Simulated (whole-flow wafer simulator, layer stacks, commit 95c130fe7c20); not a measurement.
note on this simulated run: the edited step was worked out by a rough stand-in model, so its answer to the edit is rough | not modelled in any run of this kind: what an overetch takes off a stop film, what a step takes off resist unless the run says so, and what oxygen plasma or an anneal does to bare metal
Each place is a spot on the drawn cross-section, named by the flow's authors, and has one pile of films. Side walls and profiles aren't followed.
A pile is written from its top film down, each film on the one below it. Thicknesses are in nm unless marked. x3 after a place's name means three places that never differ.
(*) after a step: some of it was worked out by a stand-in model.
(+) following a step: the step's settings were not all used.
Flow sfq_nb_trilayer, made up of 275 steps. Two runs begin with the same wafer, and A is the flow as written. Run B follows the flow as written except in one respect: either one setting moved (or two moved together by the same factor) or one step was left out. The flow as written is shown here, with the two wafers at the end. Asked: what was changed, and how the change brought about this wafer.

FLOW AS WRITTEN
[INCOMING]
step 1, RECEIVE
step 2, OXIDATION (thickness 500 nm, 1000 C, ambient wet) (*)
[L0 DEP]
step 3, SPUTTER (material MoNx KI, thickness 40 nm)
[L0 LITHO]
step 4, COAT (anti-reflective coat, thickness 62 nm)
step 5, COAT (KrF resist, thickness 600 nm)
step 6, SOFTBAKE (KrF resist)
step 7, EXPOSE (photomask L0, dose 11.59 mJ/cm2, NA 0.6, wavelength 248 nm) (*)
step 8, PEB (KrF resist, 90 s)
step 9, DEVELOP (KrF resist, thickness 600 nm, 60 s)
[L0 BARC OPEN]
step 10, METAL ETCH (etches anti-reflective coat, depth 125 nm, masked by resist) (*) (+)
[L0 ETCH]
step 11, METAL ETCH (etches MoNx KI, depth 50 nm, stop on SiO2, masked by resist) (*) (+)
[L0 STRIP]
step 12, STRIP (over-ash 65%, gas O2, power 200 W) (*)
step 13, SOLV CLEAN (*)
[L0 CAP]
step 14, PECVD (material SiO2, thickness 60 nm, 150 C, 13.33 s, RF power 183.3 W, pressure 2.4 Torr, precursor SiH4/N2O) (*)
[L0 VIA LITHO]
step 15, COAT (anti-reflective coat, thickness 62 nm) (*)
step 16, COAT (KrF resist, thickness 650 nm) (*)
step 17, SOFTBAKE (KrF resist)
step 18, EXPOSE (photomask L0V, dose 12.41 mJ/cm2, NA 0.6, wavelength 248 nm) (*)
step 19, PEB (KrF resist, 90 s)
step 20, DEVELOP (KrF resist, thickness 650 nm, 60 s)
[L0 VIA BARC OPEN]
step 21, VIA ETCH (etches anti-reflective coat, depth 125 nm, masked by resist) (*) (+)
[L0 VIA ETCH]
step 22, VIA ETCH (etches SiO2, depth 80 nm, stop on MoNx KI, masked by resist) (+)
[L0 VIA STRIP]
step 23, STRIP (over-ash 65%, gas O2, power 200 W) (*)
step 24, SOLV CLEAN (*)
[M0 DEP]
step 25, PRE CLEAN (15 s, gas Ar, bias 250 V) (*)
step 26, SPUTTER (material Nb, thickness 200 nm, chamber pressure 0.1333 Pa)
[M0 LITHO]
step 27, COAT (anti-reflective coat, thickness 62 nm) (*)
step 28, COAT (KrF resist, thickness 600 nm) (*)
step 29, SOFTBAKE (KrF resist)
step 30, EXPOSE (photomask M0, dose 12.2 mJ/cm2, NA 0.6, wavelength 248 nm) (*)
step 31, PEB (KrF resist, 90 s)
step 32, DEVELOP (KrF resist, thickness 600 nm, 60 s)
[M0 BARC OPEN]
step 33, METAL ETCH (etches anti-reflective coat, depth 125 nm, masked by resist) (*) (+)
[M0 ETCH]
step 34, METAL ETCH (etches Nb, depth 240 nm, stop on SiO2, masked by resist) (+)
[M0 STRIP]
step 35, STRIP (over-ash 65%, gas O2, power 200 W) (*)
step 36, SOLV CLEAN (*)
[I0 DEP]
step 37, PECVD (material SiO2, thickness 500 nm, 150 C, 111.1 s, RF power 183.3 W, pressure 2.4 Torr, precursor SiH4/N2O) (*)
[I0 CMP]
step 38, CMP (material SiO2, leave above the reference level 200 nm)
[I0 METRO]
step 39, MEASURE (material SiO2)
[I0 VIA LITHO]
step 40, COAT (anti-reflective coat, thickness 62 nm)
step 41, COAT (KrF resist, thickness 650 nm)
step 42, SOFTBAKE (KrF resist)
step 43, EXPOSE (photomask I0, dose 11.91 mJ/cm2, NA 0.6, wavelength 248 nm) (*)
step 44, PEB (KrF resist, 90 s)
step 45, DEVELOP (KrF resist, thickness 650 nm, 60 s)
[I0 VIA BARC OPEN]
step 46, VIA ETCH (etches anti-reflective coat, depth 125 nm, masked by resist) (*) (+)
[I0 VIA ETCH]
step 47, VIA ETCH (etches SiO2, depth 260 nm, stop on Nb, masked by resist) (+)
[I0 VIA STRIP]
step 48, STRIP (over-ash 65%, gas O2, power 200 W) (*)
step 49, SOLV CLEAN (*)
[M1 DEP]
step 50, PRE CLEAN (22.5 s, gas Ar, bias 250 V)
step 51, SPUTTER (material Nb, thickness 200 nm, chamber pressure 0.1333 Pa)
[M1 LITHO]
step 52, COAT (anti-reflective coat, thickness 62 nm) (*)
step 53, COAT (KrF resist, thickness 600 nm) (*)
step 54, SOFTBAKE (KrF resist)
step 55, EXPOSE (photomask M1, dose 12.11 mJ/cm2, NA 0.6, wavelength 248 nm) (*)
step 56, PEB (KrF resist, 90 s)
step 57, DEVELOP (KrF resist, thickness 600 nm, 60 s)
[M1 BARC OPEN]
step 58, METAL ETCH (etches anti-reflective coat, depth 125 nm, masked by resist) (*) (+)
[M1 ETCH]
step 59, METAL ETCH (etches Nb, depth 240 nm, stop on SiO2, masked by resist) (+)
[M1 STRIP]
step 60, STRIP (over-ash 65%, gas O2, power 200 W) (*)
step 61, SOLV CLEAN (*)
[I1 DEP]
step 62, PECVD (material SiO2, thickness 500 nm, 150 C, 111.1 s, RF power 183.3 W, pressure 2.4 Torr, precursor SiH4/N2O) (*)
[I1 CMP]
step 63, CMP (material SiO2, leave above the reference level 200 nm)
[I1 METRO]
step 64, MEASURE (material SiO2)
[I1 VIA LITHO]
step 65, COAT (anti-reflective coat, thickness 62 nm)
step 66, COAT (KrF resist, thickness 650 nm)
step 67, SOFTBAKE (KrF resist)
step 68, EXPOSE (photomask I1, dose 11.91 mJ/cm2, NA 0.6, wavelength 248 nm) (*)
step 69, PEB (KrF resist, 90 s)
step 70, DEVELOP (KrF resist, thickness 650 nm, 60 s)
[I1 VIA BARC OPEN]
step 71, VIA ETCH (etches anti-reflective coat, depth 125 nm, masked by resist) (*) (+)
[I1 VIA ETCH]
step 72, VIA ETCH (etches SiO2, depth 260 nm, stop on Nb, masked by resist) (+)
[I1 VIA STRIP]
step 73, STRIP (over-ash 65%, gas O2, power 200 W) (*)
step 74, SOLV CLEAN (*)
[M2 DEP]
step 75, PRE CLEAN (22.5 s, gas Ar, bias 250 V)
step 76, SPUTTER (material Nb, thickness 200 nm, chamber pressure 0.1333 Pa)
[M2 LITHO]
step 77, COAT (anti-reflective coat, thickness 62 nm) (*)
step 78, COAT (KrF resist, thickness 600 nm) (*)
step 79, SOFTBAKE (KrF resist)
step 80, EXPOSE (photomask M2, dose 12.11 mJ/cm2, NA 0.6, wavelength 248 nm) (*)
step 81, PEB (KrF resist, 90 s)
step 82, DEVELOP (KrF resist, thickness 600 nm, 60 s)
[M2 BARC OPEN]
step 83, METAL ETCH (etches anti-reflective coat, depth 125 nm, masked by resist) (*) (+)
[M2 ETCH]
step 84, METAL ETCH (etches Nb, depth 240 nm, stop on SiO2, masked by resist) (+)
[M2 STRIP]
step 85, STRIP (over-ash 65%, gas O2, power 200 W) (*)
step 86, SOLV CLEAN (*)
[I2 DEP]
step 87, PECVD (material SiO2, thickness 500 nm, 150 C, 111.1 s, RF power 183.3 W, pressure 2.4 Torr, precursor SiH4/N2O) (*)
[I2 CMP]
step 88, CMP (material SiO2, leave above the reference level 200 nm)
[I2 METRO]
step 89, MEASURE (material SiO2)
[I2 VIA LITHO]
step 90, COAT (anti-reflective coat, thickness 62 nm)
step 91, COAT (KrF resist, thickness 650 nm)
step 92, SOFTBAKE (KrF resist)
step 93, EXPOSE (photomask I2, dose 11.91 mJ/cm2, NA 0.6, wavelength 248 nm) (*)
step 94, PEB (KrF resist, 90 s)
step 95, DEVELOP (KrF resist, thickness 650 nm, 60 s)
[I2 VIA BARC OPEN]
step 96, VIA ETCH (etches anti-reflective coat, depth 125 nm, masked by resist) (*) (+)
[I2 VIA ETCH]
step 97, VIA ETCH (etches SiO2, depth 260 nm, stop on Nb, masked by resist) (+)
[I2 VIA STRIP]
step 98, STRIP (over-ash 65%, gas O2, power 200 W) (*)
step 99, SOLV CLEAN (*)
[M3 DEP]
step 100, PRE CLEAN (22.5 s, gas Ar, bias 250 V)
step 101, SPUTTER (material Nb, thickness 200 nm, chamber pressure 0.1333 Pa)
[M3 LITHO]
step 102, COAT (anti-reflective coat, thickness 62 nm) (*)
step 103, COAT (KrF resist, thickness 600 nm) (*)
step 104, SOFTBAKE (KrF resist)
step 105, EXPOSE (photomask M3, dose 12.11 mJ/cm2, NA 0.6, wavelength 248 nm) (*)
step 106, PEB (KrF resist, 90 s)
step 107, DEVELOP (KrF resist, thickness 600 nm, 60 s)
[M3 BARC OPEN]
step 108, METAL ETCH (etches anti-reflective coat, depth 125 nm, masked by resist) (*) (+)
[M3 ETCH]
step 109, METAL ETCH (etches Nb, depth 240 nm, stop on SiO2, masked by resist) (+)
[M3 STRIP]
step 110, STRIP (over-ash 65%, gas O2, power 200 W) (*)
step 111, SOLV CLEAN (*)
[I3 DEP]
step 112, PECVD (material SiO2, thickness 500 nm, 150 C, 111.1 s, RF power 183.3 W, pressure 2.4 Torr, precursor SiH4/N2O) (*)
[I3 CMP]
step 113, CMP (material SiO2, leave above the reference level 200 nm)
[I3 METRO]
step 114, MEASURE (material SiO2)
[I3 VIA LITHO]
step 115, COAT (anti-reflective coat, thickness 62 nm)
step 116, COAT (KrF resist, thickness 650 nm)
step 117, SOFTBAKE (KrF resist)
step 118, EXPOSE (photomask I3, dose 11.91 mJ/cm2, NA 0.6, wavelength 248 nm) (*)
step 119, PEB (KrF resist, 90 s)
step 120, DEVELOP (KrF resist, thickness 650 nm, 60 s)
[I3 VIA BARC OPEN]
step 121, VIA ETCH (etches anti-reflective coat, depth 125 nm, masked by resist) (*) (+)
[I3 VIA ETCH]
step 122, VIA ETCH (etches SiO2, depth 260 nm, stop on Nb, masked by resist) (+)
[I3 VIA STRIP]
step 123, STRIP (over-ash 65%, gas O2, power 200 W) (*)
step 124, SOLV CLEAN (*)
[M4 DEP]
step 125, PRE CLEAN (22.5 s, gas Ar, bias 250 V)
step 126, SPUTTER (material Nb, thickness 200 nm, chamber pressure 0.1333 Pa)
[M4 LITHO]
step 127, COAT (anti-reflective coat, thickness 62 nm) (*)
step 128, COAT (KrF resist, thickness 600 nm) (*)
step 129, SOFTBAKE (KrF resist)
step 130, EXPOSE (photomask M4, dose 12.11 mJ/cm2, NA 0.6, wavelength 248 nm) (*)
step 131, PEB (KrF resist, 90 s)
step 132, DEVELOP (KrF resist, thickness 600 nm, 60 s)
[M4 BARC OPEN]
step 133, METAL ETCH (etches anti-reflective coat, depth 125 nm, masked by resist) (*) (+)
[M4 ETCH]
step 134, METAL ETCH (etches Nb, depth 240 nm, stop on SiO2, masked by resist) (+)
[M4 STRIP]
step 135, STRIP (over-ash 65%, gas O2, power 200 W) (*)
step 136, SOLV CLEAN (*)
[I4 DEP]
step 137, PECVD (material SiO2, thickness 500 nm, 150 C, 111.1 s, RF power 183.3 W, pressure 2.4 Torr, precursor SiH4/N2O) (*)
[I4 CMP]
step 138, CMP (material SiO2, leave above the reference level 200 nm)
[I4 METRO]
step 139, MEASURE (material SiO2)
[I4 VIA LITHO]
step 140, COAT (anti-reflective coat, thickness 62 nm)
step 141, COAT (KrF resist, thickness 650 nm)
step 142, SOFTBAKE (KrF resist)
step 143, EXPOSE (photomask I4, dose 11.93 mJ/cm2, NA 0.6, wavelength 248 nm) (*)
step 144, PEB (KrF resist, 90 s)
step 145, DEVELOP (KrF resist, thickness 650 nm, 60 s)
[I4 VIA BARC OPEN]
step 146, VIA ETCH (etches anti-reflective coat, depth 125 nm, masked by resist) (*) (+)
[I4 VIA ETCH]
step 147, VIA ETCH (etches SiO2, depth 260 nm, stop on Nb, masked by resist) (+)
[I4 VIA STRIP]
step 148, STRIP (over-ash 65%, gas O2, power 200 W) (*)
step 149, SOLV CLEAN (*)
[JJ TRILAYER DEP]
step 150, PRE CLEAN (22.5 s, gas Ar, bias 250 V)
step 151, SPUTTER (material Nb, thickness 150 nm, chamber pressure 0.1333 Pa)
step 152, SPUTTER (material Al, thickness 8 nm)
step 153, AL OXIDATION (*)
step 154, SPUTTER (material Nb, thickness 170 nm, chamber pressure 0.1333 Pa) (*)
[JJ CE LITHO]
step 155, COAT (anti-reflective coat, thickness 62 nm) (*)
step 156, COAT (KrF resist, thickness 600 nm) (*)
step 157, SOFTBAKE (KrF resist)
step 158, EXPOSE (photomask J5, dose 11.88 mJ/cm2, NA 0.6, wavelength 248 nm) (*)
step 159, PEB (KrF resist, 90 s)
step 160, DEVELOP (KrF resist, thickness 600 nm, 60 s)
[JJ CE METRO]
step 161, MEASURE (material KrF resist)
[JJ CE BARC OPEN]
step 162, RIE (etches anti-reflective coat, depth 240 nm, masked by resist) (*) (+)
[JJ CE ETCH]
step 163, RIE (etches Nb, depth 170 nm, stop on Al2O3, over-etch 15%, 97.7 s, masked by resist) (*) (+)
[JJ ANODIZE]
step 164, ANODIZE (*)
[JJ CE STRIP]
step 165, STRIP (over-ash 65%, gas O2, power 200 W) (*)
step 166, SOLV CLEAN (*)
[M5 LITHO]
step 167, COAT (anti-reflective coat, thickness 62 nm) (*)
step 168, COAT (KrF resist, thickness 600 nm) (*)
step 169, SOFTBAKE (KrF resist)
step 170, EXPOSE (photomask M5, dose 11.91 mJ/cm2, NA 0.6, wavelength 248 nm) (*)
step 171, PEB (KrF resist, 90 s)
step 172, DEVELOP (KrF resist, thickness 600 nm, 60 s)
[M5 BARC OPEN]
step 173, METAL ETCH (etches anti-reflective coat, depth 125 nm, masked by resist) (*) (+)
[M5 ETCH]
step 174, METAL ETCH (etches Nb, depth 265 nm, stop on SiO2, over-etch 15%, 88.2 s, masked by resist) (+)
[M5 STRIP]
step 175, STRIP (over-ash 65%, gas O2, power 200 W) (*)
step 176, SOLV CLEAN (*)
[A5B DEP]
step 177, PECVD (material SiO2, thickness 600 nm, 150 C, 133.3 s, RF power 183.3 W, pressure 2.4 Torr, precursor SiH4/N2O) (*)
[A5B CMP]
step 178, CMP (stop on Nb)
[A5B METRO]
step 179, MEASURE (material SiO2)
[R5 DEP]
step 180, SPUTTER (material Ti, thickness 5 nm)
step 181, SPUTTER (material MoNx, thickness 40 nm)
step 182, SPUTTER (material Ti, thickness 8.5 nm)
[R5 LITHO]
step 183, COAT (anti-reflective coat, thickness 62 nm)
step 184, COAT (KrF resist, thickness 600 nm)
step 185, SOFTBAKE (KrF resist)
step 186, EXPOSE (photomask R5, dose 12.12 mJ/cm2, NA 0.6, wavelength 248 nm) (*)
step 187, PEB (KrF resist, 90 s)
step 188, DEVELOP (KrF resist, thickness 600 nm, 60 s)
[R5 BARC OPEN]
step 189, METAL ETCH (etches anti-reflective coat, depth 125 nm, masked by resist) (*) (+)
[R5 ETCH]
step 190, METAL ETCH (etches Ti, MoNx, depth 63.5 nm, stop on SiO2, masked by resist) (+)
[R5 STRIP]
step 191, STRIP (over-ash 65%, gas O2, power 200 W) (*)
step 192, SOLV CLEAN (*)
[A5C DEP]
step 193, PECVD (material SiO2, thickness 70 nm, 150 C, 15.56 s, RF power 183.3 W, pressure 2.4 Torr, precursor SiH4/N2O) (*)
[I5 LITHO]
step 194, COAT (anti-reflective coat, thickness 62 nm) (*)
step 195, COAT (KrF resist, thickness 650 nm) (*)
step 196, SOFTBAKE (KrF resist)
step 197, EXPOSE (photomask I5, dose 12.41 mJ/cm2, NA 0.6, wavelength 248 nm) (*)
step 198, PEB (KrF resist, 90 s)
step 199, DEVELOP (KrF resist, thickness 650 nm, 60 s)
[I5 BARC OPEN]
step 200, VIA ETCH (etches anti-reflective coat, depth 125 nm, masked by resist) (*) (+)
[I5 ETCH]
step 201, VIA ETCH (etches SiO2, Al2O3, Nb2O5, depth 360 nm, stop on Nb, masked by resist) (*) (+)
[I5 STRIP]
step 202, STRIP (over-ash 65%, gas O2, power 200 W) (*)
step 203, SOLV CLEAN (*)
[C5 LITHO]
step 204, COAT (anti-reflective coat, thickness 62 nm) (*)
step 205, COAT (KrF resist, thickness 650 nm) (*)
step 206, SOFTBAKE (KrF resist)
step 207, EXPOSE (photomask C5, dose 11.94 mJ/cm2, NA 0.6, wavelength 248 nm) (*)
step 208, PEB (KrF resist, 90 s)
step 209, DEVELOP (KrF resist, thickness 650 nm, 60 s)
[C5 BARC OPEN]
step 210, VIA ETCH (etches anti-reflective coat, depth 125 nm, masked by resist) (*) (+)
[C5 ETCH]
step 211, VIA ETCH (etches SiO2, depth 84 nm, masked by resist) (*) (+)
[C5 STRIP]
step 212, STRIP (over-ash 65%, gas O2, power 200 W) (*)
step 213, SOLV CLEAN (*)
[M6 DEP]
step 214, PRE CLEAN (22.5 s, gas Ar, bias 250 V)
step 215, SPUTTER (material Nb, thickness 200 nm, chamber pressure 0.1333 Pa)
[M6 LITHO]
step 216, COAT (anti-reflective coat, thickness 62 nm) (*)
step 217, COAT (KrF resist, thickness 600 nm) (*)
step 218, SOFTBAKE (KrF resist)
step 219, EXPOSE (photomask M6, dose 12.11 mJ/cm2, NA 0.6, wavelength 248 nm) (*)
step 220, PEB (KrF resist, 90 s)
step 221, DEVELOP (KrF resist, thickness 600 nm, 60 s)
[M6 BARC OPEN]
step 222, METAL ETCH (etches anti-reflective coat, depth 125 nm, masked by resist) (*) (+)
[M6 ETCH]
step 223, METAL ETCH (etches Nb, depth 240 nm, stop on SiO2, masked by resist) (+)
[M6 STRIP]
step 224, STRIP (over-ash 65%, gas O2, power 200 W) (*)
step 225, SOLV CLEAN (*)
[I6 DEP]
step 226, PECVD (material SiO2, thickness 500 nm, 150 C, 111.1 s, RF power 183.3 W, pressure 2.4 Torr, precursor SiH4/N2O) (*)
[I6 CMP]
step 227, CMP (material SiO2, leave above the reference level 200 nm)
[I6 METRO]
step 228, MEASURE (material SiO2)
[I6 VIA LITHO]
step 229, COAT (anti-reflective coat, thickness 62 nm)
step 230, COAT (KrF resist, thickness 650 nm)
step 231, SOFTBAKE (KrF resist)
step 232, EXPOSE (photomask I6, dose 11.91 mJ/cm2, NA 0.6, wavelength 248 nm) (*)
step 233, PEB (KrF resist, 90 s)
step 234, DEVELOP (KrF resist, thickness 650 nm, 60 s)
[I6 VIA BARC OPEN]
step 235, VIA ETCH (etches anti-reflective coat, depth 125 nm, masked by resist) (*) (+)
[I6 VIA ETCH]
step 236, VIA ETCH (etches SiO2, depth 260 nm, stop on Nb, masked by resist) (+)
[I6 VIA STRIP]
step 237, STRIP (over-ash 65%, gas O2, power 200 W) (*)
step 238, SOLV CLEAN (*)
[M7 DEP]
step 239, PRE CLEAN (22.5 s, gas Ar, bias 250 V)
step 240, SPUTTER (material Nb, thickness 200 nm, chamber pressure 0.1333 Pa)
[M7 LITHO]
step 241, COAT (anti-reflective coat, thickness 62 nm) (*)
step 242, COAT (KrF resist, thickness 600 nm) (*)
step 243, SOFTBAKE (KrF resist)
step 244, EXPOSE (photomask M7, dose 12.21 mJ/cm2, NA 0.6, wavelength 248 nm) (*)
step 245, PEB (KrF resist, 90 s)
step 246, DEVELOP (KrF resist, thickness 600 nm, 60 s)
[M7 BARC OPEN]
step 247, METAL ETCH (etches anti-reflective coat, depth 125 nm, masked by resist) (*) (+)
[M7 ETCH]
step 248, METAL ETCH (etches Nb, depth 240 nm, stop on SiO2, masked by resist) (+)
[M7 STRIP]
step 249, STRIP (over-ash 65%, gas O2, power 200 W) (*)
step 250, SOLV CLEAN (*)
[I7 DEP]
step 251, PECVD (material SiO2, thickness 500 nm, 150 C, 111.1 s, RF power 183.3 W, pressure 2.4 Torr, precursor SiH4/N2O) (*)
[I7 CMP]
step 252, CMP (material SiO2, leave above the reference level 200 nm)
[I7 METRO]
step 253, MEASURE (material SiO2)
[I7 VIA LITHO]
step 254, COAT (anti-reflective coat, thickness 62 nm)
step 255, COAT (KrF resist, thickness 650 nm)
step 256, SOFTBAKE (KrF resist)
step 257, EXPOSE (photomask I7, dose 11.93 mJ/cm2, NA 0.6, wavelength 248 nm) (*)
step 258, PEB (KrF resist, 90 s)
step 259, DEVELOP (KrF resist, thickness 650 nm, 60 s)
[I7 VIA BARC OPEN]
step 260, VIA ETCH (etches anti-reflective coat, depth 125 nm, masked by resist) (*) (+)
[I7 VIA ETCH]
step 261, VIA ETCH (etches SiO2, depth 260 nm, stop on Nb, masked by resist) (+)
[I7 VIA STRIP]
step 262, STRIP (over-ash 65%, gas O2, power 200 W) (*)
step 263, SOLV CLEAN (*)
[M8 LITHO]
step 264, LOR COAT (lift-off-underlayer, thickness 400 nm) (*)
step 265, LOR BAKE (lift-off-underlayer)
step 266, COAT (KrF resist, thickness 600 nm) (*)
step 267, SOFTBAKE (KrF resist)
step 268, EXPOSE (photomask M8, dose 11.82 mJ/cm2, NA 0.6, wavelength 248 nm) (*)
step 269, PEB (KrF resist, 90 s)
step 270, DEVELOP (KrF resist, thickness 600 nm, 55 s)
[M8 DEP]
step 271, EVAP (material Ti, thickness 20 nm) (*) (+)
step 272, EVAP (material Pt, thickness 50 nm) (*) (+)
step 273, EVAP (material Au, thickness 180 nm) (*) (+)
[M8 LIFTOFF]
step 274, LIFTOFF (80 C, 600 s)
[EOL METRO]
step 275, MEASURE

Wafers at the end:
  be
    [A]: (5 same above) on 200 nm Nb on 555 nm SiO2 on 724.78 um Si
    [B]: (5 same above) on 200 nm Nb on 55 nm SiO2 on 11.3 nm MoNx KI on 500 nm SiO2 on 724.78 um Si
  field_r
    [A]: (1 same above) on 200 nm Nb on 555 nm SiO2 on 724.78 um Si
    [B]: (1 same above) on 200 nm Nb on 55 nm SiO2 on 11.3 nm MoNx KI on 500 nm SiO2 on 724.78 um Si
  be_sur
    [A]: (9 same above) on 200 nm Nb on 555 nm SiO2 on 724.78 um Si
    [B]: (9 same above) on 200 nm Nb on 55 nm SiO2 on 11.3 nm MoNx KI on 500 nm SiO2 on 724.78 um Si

Cause: step 11, METAL ETCH: depth 28.7 nm was run, while the flow as written has depth 50 nm.

How this came from the change, step by step:
  step 11, METAL ETCH (etches MoNx KI, depth 50 nm, stop on SiO2, masked by resist) (*) (+)
      v_sur, via_wl, via_w and 97 more: A MoNx KI loses 40 (all of it) | B MoNx KI loses 28.7
      field_l, l0_sur, l0v, l0r_line_l, l0r_line_c, l0r_line_r: A KrF resist loses 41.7 | B KrF resist loses 23.9
  step 12, STRIP (over-ash 65%, gas O2, power 200 W) (*)
      field_l, l0_sur, l0v, l0r_line_l, l0r_line_c, l0r_line_r: A KrF resist loses 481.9 (all of it), anti-reflective coat loses 62 (all of it) | B KrF resist loses 499.6 (all of it), anti-reflective coat loses 62 (all of it)
  step 14, PECVD (material SiO2, thickness 60 nm, 150 C, 13.33 s, RF power 183.3 W, pressure 2.4 Torr, precursor SiH4/N2O) (*)
      v_sur, via_wl, via_w and 97 more: A SiO2 gains 60 | B SiO2 gains 60 (new film)
  step 15, COAT (anti-reflective coat, thickness 62 nm) (*)
      field_l: A anti-reflective coat gains 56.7 (new film) | B anti-reflective coat gains 58 (new film)
      v_sur: A anti-reflective coat gains 72.2 (new film) | B anti-reflective coat gains 69.4 (new film)
      (as well as at 3 more places)
  step 23, STRIP (over-ash 65%, gas O2, power 200 W) (*)
      field_l: A KrF resist loses 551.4 (all of it), anti-reflective coat loses 56.7 (all of it) | B KrF resist loses 553.8 (all of it), anti-reflective coat loses 58 (all of it)
      v_sur: A KrF resist loses 570.5 (all of it), anti-reflective coat loses 72.2 (all of it) | B KrF resist loses 567.2 (all of it), anti-reflective coat loses 69.4 (all of it)
      (as well as at 3 more places)
  step 27, COAT (anti-reflective coat, thickness 62 nm) (*)
      field_l: A anti-reflective coat gains 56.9 (new film) | B anti-reflective coat gains 58.2 (new film)
      v_sur: A anti-reflective coat gains 72.3 (new film) | B anti-reflective coat gains 69.5 (new film)
      (as well as at 3 more places)
  step 35, STRIP (over-ash 65%, gas O2, power 200 W) (*)
      field_l: A KrF resist loses 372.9 (all of it), anti-reflective coat loses 56.9 (all of it) | B KrF resist loses 375.6 (all of it), anti-reflective coat loses 58.2 (all of it)
      v_sur: A KrF resist loses 391.6 (all of it), anti-reflective coat loses 72.3 (all of it) | B KrF resist loses 388.8 (all of it), anti-reflective coat loses 69.5 (all of it)
      (as well as at 3 more places)
  step 38, CMP (material SiO2, leave above the reference level 200 nm)
      field_l, l0_sur, l0r_line_l, l0r_line_c, l0r_line_r: A SiO2 loses 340 | B SiO2 loses 328.7
      l0v: A SiO2 loses 277.8 | B SiO2 loses 266.5
With metal films that touch counted as one body, be has 4 bodies (between them, from the top down: SiO2 503.2; SiO2 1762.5; SiO2 55); the flow as written gives 3 bodies (between them, from the top down: SiO2 503.2; SiO2 1762.5).
With metal films that touch counted as one body, field_r has 2 bodies (between them, from the top down: SiO2 55); the flow as written gives 1 body.
With metal films that touch counted as one body, be_sur has 5 bodies (between them, from the top down: SiO2 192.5; SiO2 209 / Al2O3 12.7 / Nb2O5 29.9; SiO2 1762.5; SiO2 55); the flow as written gives 4 bodies (between them, from the top down: SiO2 192.5; SiO2 209 / Al2O3 12.7 / Nb2O5 29.9; SiO2 1762.5).
